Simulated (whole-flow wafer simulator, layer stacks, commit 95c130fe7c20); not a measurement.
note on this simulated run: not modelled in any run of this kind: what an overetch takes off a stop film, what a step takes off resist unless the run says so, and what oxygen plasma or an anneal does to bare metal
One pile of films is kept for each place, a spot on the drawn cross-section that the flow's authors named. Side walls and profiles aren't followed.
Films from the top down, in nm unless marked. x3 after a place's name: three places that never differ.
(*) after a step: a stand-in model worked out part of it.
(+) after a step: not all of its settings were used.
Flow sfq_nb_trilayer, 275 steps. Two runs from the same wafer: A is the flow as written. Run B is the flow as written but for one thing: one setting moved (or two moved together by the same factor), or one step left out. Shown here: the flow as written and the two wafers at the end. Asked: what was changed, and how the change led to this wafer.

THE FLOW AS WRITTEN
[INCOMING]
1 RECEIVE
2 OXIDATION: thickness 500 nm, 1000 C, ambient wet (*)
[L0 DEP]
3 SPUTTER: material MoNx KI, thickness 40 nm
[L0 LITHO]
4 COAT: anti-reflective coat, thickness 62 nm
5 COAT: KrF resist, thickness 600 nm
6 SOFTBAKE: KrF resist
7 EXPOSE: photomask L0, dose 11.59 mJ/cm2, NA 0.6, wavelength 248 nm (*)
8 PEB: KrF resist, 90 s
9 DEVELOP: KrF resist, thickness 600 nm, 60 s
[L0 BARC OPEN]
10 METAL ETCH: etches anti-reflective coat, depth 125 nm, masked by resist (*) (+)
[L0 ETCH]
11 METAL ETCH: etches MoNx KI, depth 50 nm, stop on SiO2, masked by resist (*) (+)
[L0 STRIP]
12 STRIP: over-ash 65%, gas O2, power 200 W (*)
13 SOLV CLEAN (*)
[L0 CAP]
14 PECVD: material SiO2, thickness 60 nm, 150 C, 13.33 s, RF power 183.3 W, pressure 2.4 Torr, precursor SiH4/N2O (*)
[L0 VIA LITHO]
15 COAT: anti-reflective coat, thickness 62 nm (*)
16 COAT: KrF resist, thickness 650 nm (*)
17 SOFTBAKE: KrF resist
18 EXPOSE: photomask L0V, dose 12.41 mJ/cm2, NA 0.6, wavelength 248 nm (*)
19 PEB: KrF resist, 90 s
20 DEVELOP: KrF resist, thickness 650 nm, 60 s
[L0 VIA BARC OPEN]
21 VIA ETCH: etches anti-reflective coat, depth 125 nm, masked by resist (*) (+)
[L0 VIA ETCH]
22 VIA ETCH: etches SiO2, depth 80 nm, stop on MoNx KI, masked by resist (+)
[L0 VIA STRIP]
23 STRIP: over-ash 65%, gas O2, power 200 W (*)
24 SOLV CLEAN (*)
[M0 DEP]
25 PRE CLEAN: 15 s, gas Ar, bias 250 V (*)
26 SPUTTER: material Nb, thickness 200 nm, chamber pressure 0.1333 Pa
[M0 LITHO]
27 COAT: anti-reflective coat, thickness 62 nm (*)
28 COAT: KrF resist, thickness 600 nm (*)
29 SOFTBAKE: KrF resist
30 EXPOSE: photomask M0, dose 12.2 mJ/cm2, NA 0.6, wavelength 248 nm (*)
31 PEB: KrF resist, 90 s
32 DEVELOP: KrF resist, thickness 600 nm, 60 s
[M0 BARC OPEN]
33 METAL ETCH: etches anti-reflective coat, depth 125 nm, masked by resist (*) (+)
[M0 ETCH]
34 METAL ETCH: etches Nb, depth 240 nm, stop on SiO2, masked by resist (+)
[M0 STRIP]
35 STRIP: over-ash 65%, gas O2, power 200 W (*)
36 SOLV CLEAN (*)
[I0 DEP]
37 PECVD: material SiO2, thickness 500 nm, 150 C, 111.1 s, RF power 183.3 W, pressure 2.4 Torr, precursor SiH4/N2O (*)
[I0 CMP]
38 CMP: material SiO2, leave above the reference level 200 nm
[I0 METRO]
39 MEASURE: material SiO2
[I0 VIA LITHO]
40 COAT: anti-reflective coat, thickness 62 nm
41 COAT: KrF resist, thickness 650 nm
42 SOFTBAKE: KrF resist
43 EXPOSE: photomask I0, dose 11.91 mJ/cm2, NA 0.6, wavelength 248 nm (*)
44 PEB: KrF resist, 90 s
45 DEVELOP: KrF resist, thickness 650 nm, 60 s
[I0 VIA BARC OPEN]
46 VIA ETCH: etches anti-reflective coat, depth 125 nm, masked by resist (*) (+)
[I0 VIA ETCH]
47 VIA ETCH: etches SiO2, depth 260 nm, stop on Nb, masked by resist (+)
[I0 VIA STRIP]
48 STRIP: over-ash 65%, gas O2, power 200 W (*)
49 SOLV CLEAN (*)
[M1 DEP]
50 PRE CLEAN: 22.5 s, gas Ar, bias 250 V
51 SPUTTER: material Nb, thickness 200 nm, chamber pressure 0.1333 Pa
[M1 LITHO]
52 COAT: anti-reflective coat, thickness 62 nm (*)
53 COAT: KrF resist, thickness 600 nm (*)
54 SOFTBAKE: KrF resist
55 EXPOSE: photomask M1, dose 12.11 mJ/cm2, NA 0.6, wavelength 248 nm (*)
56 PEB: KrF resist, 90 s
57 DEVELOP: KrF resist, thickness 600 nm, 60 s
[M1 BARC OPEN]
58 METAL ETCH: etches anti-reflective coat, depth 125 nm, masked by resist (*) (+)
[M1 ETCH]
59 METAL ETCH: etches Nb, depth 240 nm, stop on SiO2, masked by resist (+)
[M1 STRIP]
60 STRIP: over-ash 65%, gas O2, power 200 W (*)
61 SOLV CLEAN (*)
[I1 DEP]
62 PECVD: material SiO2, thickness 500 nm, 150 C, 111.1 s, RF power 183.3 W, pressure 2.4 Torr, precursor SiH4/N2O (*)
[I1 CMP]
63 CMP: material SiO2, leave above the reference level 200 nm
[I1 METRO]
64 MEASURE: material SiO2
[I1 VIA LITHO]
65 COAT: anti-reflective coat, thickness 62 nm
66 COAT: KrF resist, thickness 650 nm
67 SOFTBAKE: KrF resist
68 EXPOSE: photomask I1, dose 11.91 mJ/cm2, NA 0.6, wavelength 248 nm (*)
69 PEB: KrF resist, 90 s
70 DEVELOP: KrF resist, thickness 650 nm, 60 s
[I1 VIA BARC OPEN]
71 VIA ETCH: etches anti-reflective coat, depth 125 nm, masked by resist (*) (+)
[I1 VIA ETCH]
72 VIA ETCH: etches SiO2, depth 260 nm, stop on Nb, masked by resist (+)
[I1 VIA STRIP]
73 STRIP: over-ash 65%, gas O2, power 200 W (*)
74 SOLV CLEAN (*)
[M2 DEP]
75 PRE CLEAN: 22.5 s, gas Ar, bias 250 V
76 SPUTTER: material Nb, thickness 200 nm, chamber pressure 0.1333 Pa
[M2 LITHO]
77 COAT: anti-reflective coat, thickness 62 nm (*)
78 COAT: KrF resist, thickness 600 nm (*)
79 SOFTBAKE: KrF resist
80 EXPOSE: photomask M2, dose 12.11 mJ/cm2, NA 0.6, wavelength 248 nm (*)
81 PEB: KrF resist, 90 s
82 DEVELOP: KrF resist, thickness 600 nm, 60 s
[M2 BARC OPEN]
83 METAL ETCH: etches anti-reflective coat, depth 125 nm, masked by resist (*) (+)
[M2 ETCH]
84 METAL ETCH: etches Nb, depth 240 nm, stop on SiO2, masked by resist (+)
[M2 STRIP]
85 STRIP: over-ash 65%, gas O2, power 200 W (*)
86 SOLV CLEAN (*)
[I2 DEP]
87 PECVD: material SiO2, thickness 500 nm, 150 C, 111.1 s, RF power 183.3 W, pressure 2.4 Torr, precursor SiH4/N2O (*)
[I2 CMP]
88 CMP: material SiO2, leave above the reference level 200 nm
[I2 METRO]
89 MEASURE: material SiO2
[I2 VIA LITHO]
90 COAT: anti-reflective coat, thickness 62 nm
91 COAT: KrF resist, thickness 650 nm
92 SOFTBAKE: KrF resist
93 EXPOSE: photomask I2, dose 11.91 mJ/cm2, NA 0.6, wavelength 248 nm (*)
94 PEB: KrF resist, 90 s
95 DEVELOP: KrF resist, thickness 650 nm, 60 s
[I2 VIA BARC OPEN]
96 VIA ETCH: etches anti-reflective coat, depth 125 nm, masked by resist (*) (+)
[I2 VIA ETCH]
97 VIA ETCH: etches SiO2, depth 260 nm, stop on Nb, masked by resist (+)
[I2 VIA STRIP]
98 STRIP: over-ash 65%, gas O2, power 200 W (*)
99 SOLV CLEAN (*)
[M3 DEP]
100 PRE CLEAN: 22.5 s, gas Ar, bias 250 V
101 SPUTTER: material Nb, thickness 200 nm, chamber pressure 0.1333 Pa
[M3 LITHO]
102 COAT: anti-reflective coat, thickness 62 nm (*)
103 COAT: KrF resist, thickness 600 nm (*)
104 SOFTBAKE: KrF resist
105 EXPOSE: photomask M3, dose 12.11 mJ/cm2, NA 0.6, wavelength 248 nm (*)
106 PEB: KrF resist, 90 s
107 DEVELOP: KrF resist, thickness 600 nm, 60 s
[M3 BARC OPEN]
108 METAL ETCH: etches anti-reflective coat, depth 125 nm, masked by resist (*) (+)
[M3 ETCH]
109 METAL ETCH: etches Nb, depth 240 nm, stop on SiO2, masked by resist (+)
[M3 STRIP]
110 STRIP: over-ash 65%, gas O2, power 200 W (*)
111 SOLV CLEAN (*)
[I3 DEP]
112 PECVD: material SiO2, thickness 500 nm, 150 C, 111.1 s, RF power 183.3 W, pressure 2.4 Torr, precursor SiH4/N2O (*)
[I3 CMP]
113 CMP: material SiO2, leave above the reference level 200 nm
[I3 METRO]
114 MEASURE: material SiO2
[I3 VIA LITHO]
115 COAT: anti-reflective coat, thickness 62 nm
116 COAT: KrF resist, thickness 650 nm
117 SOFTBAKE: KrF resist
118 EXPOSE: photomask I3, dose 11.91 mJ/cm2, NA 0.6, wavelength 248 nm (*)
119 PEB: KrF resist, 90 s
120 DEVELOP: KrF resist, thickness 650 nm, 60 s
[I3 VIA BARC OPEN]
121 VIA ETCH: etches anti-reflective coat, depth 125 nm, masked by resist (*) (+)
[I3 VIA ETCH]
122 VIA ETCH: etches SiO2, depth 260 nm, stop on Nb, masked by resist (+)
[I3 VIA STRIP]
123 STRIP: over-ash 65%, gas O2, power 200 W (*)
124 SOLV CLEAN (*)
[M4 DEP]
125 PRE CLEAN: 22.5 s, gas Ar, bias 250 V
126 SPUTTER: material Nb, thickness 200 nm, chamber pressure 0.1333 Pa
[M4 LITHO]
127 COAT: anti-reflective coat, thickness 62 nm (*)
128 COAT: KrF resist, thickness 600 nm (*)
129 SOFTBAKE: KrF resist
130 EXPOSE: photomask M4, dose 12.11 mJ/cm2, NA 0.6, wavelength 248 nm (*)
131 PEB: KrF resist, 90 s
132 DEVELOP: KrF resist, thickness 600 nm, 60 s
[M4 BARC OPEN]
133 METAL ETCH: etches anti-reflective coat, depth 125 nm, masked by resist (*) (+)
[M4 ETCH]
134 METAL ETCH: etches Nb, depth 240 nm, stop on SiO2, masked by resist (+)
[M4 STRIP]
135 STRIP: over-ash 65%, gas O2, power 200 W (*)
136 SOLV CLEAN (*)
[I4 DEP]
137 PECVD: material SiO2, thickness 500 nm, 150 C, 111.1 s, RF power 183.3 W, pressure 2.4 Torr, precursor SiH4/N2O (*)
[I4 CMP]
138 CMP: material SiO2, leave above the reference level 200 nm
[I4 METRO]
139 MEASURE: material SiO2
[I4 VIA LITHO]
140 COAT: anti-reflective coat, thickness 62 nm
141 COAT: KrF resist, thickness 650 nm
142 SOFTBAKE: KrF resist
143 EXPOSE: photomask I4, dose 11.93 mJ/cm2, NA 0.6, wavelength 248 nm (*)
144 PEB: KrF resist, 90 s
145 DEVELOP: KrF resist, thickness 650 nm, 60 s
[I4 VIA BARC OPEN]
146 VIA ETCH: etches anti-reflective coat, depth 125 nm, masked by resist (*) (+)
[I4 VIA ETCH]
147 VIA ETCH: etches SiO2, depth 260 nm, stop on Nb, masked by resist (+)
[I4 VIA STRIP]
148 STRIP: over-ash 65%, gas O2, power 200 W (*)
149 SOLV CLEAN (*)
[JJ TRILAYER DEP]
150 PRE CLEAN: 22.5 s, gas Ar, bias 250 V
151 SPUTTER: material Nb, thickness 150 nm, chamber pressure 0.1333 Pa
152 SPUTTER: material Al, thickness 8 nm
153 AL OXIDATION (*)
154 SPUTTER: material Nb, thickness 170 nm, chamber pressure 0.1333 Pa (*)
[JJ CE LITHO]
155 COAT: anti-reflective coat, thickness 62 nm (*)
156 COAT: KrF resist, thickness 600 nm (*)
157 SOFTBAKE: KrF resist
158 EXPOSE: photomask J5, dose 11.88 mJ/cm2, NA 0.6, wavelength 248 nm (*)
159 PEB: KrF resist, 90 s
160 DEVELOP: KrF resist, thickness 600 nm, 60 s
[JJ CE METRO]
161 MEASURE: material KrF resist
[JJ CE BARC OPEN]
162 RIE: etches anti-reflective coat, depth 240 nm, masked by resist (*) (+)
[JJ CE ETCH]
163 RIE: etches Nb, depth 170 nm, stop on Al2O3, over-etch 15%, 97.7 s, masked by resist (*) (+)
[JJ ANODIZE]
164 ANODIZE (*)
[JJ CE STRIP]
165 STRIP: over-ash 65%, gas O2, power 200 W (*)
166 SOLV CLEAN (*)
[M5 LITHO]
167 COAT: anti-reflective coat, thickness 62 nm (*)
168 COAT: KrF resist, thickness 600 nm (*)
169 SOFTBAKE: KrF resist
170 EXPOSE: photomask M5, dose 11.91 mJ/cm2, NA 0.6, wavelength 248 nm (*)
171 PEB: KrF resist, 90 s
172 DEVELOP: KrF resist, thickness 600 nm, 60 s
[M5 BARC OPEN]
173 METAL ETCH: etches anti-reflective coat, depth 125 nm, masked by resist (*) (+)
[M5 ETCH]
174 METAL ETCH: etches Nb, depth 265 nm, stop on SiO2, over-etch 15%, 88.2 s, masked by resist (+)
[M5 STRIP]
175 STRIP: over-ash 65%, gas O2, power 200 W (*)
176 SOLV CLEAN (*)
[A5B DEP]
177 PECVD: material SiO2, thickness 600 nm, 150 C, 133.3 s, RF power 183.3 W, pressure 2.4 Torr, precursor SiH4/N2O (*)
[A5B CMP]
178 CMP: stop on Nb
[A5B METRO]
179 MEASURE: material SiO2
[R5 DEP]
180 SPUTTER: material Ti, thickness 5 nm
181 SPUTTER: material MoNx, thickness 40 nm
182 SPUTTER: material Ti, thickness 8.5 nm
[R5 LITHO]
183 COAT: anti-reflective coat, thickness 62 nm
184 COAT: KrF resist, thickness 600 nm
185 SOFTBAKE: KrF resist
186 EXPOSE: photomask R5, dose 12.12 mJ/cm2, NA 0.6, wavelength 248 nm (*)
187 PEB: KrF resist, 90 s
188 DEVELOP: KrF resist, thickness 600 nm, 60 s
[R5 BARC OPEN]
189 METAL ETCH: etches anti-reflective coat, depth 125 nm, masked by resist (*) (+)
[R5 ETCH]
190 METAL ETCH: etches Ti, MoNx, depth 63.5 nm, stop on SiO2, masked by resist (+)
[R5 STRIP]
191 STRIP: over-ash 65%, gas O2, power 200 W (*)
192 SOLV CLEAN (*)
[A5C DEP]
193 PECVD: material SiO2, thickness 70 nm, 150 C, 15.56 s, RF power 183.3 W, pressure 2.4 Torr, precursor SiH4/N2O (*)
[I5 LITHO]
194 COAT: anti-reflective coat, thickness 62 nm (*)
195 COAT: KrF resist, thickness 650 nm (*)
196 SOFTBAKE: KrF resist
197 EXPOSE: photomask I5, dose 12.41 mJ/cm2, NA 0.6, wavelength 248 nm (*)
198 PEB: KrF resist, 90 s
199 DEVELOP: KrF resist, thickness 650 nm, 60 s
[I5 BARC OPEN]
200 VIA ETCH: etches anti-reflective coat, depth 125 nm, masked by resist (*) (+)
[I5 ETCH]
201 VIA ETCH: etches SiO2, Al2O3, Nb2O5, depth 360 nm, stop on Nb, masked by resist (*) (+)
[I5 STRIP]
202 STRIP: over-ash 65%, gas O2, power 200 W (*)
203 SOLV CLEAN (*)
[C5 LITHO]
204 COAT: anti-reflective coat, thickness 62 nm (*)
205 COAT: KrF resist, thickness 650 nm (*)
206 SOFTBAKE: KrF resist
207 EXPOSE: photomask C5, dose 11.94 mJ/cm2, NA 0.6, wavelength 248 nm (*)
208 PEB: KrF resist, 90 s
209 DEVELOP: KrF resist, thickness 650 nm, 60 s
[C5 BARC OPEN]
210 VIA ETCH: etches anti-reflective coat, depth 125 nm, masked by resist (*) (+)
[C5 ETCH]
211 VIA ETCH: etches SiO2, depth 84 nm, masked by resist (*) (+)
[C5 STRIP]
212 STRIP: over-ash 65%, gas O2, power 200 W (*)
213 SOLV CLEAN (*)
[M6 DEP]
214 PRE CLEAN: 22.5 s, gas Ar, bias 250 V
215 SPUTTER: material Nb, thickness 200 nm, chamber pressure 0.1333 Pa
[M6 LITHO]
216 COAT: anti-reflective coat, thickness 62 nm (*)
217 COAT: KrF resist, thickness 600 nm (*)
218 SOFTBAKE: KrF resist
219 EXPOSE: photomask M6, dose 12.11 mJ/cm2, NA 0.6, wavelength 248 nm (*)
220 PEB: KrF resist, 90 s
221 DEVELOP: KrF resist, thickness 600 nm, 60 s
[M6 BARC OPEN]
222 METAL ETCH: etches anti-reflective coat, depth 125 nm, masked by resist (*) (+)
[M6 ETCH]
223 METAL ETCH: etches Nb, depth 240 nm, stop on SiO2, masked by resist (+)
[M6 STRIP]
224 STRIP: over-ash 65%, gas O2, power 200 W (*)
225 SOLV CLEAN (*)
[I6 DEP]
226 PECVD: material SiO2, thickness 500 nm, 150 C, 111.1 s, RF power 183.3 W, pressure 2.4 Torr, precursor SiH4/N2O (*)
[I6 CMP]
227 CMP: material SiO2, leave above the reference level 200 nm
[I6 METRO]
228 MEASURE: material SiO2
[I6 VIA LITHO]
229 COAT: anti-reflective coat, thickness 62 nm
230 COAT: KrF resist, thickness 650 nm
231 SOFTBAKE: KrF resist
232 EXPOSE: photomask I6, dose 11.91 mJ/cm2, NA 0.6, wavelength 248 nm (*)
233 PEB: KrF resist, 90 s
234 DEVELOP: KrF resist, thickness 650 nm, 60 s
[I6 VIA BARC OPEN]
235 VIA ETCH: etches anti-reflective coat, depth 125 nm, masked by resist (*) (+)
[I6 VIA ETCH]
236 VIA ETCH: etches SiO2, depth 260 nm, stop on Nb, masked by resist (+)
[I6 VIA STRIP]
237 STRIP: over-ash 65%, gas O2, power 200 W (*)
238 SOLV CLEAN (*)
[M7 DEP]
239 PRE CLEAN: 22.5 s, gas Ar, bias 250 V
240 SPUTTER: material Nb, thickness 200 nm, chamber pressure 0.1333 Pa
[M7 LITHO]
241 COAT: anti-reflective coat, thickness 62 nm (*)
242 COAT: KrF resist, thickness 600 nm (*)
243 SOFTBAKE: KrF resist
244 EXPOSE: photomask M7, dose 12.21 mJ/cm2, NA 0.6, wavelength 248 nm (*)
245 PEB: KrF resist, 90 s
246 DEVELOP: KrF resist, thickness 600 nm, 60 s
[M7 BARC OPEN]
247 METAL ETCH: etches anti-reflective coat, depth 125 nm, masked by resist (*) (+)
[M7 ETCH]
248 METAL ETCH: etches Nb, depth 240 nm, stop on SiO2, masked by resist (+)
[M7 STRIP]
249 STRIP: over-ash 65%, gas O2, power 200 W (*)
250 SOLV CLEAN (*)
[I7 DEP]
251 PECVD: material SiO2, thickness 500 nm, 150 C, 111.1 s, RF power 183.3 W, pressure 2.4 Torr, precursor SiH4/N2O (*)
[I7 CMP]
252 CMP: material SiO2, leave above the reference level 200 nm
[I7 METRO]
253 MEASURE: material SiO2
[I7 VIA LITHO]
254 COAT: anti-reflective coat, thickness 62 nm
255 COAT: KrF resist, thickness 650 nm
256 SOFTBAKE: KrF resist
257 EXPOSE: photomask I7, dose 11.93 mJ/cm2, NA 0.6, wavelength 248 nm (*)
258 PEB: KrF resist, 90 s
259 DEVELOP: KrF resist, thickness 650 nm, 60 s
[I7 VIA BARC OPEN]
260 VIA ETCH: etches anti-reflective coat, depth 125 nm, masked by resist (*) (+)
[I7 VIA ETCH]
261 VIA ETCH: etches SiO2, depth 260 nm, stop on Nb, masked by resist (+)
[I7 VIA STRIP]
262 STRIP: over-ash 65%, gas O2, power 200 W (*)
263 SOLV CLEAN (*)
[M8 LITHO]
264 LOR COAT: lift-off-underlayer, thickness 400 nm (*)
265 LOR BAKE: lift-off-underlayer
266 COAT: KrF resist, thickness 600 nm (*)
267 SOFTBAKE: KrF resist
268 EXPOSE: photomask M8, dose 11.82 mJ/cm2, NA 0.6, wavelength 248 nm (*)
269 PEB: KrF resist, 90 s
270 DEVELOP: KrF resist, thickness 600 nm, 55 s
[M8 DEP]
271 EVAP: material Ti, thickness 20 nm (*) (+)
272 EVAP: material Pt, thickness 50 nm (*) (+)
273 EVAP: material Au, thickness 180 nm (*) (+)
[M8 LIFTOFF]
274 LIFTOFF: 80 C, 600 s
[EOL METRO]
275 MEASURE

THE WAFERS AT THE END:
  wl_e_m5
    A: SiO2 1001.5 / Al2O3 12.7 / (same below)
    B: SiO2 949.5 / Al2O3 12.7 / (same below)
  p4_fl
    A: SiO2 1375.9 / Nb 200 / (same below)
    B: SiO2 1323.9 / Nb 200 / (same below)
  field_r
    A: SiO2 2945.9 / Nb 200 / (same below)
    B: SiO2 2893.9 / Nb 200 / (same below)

The cause: step 240, SPUTTER: thickness 148 nm was run, where the flow has thickness 200 nm.

How the change led to this, step by step:
  240 SPUTTER: material Nb, thickness 200 nm, chamber pressure 0.1333 Pa
      field_l, v_sur, via_wl and 102 more: A Nb +200 (new film) | B Nb +148 (new film)
      via_v: A Nb +161.1 | B Nb +119.1
  241 COAT: anti-reflective coat, thickness 62 nm (*)
      via_v: A anti-reflective coat +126 (new film) | B anti-reflective coat +123 (new film)
  248 METAL ETCH: etches Nb, depth 240 nm, stop on SiO2, masked by resist (+)
      field_l, field_r, lsp_l and 62 more: A Nb -200 (all of it) | B Nb -148 (all of it)
      v_sur, via_wl, via_w and 38 more: A KrF resist -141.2 | B KrF resist -130.6
  249 STRIP: over-ash 65%, gas O2, power 200 W (*)
      wl_j_sl, wl_jj, wl_j_sr and 14 more: A KrF resist -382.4 (all of it), anti-reflective coat -62 (all of it) | B KrF resist -393 (all of it), anti-reflective coat -62 (all of it)
      ln_m5, lsp_m, ln_m6, lsp_r: A KrF resist -381.9 (all of it), anti-reflective coat -61.8 (all of it) | B KrF resist -392.5 (all of it), anti-reflective coat -61.8 (all of it)
      (and at 20 more places)
  251 PECVD: material SiO2, thickness 500 nm, 150 C, 111.1 s, RF power 183.3 W, pressure 2.4 Torr, precursor SiH4/N2O (*)
      m7r_space_l, m7r_space_r: A SiO2 +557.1 | B SiO2 +505.1
      via_v: A SiO2 +621 (new film) | B SiO2 +605.5 (new film)
  252 CMP: material SiO2, leave above the reference level 200 nm
      field_l, p4_fl, p4_fm and 56 more: A SiO2 -100 | B SiO2 -152
      field_r, lsp_l: A SiO2 -77.7 | B SiO2 -135.5
      (and at 3 more places)
